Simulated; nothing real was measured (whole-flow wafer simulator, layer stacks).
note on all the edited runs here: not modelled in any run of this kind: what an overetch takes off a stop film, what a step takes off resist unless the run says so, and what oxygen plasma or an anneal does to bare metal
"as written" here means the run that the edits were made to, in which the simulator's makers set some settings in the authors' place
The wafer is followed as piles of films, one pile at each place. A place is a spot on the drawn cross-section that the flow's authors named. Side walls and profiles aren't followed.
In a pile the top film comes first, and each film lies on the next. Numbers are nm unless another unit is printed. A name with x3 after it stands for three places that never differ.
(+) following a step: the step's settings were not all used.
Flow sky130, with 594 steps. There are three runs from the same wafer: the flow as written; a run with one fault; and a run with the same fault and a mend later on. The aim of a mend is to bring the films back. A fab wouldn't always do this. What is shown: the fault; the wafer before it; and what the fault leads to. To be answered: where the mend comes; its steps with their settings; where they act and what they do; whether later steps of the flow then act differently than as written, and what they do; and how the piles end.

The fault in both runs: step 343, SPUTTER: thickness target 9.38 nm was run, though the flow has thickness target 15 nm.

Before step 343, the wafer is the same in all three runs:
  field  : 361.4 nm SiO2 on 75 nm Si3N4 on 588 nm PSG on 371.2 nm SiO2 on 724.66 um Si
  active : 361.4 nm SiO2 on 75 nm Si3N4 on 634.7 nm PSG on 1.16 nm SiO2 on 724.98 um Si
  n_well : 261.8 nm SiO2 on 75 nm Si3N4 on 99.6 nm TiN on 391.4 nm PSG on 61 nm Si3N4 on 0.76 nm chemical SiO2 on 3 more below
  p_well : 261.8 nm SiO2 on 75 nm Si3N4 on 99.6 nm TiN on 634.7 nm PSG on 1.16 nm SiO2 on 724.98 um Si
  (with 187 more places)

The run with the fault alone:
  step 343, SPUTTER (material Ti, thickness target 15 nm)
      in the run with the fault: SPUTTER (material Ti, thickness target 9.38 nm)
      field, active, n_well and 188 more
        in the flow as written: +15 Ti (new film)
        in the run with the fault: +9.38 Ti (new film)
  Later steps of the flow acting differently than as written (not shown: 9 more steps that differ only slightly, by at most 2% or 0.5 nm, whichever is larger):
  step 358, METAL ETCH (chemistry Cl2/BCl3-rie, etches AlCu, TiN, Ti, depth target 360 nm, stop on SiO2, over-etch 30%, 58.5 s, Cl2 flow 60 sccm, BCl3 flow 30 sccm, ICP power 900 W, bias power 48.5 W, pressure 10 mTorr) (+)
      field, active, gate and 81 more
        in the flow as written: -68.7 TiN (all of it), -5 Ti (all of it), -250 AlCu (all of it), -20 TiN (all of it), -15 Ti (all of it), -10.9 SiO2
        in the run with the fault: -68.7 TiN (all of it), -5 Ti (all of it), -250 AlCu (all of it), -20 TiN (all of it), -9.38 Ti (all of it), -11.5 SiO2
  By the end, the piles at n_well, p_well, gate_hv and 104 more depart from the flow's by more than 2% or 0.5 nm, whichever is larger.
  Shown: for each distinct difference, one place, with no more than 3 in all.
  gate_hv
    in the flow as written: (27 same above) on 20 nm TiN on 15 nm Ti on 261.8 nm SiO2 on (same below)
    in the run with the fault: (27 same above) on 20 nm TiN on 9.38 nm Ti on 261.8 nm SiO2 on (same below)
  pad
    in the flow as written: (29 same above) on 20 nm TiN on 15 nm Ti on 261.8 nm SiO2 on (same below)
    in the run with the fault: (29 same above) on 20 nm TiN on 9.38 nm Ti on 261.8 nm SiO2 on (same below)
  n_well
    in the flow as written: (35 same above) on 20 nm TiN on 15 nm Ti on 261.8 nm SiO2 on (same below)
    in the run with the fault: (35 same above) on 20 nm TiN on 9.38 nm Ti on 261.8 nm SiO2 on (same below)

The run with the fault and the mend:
  The mend stands after step 343.
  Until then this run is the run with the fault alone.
  step 343a, SPUTTER (material Ti, thickness target 5.62 nm) (the flow's step 343, run once more with other settings)
      field, active, n_well and 188 more
        +5.62 Ti
  Every later step of the flow that is run acts as written at every place that is followed.
  By the end, the piles equal the flow's at every place that both follow.
